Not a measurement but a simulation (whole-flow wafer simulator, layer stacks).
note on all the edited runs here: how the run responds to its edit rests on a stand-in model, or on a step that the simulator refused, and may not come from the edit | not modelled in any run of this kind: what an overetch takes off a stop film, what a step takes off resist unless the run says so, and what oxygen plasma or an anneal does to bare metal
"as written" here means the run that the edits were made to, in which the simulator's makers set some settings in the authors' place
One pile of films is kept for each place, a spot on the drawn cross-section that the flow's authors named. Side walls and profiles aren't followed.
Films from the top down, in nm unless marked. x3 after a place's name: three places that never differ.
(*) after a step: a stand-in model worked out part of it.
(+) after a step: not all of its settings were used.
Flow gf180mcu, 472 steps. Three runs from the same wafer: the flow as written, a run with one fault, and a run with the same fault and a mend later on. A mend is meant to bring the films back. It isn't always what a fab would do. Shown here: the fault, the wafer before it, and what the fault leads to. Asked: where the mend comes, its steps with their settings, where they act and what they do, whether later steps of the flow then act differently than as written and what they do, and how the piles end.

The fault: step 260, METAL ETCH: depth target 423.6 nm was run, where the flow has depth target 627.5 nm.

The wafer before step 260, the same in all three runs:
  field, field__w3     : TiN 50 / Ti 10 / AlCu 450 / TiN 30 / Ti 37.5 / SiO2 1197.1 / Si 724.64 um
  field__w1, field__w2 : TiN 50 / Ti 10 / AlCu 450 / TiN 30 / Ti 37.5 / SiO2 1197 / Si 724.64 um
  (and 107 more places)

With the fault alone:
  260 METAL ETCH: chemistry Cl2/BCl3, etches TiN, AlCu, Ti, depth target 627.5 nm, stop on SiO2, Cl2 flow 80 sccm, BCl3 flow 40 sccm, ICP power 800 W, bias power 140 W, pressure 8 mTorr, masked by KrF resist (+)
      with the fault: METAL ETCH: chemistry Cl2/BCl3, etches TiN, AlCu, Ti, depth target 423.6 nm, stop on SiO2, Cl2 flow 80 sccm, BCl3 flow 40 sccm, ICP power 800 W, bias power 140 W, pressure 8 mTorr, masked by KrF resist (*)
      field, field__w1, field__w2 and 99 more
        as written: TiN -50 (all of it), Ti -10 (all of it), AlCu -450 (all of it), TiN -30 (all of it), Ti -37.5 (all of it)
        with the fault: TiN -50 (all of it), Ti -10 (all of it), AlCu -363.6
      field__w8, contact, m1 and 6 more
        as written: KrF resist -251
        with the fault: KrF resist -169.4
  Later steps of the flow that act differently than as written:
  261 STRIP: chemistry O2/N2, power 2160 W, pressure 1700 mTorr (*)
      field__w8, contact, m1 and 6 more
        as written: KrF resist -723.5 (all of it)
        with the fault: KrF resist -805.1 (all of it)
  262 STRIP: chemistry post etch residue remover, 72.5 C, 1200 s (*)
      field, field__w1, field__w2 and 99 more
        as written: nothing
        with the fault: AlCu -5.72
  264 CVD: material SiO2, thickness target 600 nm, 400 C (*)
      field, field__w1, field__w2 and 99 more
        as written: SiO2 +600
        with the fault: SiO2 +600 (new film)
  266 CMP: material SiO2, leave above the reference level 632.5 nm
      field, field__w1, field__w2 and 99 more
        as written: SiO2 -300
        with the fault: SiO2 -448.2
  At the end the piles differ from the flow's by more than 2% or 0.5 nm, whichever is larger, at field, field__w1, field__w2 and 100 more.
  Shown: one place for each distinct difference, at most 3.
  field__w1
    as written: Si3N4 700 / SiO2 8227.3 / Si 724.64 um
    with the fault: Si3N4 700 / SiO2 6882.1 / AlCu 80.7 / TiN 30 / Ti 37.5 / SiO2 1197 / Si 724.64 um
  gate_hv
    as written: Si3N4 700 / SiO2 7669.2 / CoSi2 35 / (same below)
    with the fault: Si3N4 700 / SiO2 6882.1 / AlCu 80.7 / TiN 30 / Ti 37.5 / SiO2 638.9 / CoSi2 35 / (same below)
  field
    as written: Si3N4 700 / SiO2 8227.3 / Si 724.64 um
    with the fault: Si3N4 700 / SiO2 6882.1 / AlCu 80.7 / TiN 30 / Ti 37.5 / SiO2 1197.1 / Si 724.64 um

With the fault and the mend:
  The mend comes after step 260.
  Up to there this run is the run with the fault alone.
  260a METAL ETCH: chemistry Cl2/BCl3, etches TiN, AlCu, Ti, depth target 203.9 nm, stop on SiO2, Cl2 flow 80 sccm, BCl3 flow 40 sccm, ICP power 800 W, bias power 140 W, pressure 8 mTorr, masked by KrF resist (+) (the flow's step 260 once more, with other settings)
      field, field__w1, field__w2 and 99 more
        AlCu -86.4 (all of it), TiN -30 (all of it), Ti -37.5 (all of it)
      field__w8, contact, m1 and 6 more
        KrF resist -81.6
  No later step of the flow acts differently than as written at any place that is followed.
  At the end the piles are the same as the flow's at every place that both follow.
